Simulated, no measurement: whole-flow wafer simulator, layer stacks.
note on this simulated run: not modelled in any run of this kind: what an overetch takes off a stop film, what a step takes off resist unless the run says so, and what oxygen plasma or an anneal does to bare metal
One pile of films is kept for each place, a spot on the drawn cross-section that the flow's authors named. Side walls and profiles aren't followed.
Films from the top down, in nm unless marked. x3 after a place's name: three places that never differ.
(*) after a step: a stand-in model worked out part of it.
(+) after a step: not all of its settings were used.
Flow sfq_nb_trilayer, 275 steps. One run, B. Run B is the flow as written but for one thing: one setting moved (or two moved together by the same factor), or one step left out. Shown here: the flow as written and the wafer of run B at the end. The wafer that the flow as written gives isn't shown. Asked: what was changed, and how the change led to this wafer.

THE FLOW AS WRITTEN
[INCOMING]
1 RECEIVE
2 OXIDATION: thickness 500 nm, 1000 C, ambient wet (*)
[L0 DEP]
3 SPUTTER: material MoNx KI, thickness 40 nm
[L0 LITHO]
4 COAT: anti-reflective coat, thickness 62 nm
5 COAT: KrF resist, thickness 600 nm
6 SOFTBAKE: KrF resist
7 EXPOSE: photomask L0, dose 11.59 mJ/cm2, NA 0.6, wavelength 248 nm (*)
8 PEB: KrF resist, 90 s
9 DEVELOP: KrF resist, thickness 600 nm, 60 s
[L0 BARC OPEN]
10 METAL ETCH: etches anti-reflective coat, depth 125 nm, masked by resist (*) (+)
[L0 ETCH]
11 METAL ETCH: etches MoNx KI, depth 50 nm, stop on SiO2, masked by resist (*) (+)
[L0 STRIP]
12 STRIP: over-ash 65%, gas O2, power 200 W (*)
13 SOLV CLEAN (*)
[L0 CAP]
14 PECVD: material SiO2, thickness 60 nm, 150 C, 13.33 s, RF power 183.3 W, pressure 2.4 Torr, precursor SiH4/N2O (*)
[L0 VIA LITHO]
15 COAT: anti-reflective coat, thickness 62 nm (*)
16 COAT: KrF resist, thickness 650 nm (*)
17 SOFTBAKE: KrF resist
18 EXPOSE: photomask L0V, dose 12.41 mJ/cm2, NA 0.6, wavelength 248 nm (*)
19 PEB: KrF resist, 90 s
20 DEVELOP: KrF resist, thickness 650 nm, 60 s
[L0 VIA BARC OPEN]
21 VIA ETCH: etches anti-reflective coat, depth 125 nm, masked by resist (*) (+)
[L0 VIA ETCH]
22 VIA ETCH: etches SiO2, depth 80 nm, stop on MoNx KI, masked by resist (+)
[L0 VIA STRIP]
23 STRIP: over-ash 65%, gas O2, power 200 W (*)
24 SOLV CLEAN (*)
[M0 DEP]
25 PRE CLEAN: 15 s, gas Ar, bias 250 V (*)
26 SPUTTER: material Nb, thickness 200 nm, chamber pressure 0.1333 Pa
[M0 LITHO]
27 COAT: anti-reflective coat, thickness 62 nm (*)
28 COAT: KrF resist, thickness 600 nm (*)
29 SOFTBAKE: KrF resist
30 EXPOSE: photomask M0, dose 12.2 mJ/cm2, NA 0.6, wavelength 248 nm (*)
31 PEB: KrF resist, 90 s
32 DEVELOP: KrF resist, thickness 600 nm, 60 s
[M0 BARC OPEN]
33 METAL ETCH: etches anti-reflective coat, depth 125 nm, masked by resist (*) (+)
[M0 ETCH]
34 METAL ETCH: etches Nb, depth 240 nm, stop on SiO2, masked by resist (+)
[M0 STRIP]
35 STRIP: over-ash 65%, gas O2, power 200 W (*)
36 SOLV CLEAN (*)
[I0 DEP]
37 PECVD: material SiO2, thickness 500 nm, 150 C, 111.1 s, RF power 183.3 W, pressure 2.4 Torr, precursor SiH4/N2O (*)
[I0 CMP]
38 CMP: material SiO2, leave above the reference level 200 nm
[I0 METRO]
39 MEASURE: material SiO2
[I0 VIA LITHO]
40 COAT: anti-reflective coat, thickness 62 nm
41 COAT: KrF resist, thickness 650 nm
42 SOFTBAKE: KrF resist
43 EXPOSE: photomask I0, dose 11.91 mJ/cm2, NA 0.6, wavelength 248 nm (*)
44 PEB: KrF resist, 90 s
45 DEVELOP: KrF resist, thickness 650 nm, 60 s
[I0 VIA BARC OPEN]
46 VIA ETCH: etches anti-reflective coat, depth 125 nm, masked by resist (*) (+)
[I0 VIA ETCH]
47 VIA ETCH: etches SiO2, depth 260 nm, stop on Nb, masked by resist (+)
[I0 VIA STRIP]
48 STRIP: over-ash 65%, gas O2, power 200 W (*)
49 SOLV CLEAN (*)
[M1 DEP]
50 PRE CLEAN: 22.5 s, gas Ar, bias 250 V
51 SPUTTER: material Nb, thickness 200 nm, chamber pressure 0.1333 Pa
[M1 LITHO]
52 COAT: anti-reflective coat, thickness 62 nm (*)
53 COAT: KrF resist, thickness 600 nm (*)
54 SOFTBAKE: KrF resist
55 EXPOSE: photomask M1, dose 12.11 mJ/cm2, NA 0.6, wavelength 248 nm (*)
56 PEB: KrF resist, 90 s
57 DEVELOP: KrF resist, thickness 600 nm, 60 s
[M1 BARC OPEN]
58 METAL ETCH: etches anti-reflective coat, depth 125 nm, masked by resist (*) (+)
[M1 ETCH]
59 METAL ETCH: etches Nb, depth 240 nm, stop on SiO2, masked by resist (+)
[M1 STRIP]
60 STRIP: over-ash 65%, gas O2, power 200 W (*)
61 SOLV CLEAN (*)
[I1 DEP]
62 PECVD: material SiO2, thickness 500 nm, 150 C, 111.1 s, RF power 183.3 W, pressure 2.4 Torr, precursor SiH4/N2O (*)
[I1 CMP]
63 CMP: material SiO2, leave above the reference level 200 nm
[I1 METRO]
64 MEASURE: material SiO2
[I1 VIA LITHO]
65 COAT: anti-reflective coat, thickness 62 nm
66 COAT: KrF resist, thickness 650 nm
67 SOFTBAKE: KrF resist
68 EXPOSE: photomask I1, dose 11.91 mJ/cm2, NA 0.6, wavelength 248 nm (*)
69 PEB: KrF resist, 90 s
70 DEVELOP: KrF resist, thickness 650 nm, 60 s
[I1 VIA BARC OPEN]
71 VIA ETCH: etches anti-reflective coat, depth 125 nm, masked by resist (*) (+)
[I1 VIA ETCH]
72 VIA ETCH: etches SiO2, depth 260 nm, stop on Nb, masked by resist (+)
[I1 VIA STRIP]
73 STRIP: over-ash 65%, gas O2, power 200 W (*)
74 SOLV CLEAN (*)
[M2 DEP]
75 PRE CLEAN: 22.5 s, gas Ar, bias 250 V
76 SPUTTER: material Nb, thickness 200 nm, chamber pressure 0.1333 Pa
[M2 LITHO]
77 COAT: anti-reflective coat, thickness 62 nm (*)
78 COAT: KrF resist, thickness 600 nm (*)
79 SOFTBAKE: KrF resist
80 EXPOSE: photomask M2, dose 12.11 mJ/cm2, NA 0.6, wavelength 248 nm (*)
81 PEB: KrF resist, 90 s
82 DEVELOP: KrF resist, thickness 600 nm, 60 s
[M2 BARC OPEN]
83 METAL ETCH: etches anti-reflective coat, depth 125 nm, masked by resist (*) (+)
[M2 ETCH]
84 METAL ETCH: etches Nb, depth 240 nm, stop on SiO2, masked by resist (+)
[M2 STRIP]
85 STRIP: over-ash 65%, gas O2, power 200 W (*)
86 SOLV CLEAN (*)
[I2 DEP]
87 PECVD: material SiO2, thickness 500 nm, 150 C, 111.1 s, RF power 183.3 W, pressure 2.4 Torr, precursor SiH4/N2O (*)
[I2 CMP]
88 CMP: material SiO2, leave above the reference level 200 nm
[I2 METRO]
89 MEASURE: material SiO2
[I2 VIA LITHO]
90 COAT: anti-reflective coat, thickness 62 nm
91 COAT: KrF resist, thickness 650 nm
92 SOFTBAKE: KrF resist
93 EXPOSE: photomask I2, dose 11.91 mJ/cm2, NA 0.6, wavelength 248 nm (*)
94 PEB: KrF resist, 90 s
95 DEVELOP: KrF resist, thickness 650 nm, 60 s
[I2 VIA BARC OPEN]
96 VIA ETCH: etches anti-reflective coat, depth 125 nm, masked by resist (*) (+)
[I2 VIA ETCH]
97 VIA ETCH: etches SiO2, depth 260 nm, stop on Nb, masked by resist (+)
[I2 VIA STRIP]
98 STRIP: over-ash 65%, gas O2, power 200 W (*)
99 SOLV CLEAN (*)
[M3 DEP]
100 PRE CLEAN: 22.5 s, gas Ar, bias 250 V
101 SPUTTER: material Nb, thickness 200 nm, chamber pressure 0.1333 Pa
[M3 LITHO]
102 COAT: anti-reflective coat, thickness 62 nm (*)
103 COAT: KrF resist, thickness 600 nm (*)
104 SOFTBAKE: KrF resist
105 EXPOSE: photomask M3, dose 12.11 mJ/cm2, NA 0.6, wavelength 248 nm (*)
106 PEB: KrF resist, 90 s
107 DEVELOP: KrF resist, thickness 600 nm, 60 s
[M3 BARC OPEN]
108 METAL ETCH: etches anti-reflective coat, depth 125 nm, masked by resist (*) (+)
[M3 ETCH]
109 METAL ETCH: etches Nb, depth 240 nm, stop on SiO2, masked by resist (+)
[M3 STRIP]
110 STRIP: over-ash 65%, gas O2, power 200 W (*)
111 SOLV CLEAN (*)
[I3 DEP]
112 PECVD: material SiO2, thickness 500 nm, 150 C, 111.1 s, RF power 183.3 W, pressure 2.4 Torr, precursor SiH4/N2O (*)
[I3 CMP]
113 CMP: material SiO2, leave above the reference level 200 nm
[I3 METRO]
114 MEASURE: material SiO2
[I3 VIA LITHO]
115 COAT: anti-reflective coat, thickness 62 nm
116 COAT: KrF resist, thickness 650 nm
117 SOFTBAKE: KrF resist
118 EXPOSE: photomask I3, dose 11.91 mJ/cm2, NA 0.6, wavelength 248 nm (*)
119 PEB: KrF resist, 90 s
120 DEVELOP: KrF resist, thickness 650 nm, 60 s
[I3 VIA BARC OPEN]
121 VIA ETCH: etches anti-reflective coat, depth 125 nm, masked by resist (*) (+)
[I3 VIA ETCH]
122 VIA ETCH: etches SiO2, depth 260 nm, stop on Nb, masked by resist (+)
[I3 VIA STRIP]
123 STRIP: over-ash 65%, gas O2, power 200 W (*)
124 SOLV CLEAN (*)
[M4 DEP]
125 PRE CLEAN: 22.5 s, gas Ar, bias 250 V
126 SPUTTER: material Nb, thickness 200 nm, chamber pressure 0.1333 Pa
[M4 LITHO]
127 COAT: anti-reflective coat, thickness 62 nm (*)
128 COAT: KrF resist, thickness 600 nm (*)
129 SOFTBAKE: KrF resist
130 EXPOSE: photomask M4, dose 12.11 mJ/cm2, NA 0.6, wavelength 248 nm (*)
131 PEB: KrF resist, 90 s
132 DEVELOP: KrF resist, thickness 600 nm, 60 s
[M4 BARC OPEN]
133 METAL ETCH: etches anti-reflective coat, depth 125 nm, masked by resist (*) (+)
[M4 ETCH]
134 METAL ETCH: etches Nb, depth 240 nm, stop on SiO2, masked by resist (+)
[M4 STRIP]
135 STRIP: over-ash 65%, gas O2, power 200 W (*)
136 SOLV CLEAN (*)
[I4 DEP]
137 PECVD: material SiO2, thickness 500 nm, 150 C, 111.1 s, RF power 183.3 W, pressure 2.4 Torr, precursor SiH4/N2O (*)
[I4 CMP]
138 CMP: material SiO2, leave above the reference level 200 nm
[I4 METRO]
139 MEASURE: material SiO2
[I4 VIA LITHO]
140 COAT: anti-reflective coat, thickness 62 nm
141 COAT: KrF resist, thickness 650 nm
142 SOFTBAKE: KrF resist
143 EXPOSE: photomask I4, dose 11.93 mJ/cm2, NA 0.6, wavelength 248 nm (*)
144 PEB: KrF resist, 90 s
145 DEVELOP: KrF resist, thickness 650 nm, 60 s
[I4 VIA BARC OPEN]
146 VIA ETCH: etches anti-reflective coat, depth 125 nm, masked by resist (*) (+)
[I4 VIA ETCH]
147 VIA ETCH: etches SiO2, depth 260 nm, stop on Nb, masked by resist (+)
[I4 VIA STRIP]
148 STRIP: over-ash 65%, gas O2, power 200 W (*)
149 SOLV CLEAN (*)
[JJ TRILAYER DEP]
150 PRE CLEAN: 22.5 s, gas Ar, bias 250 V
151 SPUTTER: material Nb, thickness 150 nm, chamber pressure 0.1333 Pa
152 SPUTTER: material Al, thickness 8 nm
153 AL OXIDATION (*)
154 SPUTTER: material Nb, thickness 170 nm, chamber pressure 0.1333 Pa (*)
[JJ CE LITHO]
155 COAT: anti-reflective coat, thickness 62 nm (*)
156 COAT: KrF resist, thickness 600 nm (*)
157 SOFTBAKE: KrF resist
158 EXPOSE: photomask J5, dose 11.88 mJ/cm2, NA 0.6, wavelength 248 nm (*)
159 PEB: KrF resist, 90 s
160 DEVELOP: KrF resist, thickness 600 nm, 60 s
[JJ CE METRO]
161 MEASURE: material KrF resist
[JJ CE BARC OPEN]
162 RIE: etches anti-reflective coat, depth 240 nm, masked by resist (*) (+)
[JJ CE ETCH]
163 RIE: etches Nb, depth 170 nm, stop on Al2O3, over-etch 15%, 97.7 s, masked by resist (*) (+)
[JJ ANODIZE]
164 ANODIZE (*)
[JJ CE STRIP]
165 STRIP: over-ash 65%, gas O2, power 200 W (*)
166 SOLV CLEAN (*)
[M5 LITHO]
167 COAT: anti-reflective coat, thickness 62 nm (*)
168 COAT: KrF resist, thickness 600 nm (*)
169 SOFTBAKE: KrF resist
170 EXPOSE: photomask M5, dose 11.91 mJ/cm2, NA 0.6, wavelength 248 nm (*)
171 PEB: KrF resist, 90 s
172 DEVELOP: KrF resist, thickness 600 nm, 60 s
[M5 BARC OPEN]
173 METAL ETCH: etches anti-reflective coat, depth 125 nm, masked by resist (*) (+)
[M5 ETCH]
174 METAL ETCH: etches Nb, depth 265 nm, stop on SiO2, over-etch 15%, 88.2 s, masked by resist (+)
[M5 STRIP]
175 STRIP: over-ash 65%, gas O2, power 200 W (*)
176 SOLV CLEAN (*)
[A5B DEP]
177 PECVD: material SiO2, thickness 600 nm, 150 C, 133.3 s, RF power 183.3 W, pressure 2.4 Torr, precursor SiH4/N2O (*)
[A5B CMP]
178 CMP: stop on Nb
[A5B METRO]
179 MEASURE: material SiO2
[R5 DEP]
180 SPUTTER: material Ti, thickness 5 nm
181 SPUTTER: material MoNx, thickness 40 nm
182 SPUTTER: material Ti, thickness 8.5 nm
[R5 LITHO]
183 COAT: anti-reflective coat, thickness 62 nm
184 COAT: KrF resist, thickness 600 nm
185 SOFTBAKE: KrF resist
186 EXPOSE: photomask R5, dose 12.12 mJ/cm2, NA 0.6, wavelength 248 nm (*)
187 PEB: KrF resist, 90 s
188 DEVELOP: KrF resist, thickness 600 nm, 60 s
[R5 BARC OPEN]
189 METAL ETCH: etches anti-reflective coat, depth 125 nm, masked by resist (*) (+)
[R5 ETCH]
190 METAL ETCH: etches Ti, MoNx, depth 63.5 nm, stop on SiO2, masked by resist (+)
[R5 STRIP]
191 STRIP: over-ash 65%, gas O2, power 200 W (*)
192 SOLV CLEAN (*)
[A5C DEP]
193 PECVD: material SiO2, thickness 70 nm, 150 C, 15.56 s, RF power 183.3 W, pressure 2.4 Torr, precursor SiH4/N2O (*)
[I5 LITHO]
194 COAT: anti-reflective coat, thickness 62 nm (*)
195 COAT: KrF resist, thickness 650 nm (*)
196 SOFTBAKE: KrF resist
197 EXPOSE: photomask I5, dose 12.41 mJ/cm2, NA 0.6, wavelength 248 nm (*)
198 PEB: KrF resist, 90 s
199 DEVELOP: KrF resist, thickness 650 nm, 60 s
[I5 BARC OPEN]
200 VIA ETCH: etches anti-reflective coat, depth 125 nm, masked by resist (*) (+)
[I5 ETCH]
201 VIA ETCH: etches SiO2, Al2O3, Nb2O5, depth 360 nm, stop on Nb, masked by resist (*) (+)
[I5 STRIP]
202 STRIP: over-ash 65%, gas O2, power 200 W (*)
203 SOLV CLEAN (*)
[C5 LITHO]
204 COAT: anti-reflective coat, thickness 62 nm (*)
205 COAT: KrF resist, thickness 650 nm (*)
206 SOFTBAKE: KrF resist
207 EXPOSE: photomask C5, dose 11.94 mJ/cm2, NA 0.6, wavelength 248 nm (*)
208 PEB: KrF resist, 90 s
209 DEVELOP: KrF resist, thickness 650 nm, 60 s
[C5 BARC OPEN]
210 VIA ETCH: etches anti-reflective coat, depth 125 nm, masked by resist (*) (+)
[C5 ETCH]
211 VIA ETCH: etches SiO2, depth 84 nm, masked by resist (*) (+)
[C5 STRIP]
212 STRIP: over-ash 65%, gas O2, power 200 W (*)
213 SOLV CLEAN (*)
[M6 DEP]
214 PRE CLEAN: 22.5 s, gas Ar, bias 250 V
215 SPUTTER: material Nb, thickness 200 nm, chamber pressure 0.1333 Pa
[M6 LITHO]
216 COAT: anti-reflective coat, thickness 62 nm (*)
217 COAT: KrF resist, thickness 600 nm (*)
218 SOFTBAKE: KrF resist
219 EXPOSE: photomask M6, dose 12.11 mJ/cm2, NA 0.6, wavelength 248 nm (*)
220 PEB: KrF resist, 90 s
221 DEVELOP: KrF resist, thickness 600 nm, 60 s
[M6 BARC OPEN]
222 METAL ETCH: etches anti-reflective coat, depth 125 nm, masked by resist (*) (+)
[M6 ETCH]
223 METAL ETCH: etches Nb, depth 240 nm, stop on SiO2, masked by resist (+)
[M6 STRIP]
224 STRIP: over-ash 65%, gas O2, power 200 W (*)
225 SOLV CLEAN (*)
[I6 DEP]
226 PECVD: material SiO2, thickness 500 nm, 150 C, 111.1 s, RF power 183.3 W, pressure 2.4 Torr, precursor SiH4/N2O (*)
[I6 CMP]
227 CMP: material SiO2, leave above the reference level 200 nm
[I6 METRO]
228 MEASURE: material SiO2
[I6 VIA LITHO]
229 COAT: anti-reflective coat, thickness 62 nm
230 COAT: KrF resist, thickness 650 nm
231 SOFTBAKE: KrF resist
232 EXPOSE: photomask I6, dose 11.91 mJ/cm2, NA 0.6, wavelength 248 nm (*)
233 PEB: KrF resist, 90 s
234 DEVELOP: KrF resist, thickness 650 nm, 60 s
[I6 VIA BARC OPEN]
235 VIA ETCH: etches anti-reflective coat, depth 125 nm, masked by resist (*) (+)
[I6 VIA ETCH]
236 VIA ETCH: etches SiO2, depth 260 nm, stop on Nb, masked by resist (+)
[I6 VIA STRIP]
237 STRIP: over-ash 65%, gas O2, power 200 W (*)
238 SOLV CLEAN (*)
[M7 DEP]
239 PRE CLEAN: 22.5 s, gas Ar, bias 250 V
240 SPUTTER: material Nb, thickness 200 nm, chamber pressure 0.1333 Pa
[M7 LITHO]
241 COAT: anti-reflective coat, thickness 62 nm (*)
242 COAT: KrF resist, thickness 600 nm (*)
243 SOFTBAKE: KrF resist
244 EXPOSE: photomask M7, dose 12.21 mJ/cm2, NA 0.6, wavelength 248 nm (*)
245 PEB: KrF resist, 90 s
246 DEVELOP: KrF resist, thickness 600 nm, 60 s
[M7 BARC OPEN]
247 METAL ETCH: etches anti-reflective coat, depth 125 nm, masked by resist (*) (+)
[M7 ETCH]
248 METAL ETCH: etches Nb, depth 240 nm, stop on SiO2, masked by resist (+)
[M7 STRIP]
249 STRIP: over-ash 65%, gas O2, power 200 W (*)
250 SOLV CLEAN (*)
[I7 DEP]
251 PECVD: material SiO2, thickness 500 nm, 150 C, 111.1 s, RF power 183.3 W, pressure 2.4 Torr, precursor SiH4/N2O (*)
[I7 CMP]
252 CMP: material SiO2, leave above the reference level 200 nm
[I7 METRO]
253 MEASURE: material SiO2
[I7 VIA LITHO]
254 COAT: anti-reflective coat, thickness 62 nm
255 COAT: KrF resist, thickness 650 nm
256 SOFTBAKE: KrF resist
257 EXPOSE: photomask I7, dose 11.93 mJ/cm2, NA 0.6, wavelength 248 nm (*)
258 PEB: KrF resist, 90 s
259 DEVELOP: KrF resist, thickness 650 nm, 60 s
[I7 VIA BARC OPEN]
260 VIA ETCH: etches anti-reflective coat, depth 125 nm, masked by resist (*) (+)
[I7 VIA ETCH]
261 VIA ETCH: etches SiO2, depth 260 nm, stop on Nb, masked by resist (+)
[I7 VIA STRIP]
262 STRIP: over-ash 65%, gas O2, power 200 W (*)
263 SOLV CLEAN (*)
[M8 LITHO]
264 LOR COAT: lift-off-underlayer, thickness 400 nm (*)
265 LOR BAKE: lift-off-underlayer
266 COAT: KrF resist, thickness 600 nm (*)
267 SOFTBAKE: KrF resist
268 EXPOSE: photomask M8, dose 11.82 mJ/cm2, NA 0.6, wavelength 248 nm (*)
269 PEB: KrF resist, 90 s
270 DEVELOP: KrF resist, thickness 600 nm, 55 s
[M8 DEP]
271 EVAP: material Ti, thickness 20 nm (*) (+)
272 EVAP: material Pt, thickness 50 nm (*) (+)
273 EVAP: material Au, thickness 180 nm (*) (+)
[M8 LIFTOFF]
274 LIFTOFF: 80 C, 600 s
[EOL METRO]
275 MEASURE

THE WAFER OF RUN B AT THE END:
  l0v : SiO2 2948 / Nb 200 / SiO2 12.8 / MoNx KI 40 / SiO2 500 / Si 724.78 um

The cause: step 22, VIA ETCH: depth 42 nm was run, where the flow has depth 80 nm.

How the change led to this, step by step:
  22 VIA ETCH: etches SiO2, depth 80 nm, stop on MoNx KI, masked by resist (+)
      l0v: SiO2 -42 (as written it would be: SiO2 -59.8 (all of it))
      field_l, v_sur, via_wl and 102 more: KrF resist -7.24 (as written it would be: KrF resist -13.8)
  25 PRE CLEAN: 15 s, gas Ar, bias 250 V (*)
      l0v: SiO2 -5 (as written it would be: MoNx KI -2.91)
  26 SPUTTER: material Nb, thickness 200 nm, chamber pressure 0.1333 Pa
      l0v: Nb +200 (new film) (as written it would be: Nb +195.7 (new film))
  27 COAT: anti-reflective coat, thickness 62 nm (*)
      l0_sur: anti-reflective coat +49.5 (new film) (as written it would be: anti-reflective coat +47.5 (new film))
      l0v: anti-reflective coat +72.8 (new film) (as written it would be: anti-reflective coat +78 (new film))
  35 STRIP: over-ash 65%, gas O2, power 200 W (*)
      l0_sur: KrF resist -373 (all of it), anti-reflective coat -49.5 (all of it) (as written it would be: KrF resist -372 (all of it), anti-reflective coat -47.5 (all of it))
      l0v: KrF resist -394.5 (all of it), anti-reflective coat -72.8 (all of it) (as written it would be: KrF resist -405.3 (all of it), anti-reflective coat -78 (all of it))
  38 CMP: material SiO2, leave above the reference level 200 nm
      l0v: SiO2 -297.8 (as written it would be: SiO2 -277.8)
Counting metal films that touch as one body, l0v has 2 bodies (between them, from the top down: SiO2 12.8); the flow as written gives 1 body.
